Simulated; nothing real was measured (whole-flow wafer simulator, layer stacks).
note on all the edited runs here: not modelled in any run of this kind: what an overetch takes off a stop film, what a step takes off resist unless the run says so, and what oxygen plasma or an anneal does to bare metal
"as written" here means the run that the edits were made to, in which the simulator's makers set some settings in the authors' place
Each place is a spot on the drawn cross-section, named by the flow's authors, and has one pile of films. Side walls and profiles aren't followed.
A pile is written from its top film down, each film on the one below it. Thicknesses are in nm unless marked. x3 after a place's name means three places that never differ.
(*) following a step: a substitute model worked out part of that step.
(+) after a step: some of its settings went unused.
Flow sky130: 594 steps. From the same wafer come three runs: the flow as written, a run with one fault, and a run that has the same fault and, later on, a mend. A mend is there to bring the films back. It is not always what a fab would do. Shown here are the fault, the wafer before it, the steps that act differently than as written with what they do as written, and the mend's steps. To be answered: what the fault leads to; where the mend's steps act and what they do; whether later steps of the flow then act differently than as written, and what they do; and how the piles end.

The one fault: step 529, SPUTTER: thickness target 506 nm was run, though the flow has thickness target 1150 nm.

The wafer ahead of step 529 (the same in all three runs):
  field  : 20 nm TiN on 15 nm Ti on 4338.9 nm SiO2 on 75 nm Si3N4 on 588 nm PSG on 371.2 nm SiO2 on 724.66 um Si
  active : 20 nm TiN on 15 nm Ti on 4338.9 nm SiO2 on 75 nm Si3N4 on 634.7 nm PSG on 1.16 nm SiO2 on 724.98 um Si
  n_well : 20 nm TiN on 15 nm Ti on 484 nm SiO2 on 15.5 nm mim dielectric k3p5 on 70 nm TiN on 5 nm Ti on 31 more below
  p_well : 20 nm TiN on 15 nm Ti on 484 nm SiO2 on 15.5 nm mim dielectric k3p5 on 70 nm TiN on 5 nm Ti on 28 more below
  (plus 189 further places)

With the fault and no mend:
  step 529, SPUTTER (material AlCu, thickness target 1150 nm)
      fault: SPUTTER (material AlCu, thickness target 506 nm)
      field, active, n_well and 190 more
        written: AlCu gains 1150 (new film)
        fault: AlCu gains 506 (new film)
  Later steps of the flow acting differently than as written (not shown: 1 more step that differs only slightly, by at most 2% or 0.5 nm, whichever is larger):
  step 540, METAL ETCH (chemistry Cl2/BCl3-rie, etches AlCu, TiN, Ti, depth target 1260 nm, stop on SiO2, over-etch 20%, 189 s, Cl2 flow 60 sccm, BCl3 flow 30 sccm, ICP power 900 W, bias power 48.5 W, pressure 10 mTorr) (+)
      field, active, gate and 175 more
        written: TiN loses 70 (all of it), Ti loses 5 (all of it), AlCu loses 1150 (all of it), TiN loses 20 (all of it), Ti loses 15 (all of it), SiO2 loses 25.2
        fault: TiN loses 70 (all of it), Ti loses 5 (all of it), AlCu loses 506 (all of it), TiN loses 20 (all of it), Ti loses 15 (all of it), SiO2 loses 89.6
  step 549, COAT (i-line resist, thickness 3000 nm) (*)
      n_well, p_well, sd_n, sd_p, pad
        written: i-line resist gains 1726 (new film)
        fault: i-line resist gains 2300.9 (new film)
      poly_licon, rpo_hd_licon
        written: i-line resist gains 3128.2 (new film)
        fault: i-line resist gains 3063.4 (new film)
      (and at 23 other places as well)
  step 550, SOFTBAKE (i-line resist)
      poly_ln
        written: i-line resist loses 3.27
        fault: nothing
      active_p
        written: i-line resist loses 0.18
        fault: i-line resist gains 0.58
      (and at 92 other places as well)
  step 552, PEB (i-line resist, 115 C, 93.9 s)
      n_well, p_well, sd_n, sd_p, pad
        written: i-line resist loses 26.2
        fault: i-line resist loses 36.1
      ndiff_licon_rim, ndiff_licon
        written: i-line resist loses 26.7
        fault: i-line resist loses 36.3
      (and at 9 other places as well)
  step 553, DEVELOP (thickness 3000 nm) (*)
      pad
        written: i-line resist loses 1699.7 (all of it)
        fault: i-line resist loses 2264.8 (all of it)
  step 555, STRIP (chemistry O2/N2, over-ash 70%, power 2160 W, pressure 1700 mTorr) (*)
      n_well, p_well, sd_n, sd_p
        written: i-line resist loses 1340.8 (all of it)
        fault: i-line resist loses 1905.9 (all of it)
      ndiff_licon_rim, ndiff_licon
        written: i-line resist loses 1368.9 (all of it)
        fault: i-line resist loses 1919.8 (all of it)
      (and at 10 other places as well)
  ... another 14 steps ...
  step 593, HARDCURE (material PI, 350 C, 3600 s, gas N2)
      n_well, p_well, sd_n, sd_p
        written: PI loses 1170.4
        fault: PI loses 1211.2
  At n_well, p_well, gate_hv and 115 more, the piles at the end differ from the flow's by more than 2% or 0.5 nm, whichever is larger.
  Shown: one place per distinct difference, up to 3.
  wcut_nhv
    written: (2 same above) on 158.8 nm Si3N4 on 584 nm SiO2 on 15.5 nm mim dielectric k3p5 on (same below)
    fault: (2 same above) on 158.8 nm Si3N4 on 519.6 nm SiO2 on 15.5 nm mim dielectric k3p5 on (same below)
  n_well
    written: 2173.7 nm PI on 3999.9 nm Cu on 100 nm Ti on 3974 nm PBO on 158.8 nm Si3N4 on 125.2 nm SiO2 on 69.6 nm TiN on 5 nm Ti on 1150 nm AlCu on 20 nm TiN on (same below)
    fault: 2249.3 nm PI on 3999.9 nm Cu on 100 nm Ti on 4436.9 nm PBO on 158.8 nm Si3N4 on 125.2 nm SiO2 on 69.6 nm TiN on 5 nm Ti on 506 nm AlCu on 20 nm TiN on (same below)
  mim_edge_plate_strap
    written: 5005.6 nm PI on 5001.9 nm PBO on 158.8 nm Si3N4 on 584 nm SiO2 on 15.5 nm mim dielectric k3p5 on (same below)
    fault: 5005.9 nm PI on 5001 nm PBO on 158.8 nm Si3N4 on 519.6 nm SiO2 on 15.5 nm mim dielectric k3p5 on (same below)

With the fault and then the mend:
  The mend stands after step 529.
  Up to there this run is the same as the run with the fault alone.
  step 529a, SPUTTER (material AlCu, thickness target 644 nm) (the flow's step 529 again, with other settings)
      field, active, n_well and 190 more
        AlCu gains 644
  Every later step of the flow that is run acts as written at every place that is followed.
  By the end, the piles equal the flow's at every place that both follow.
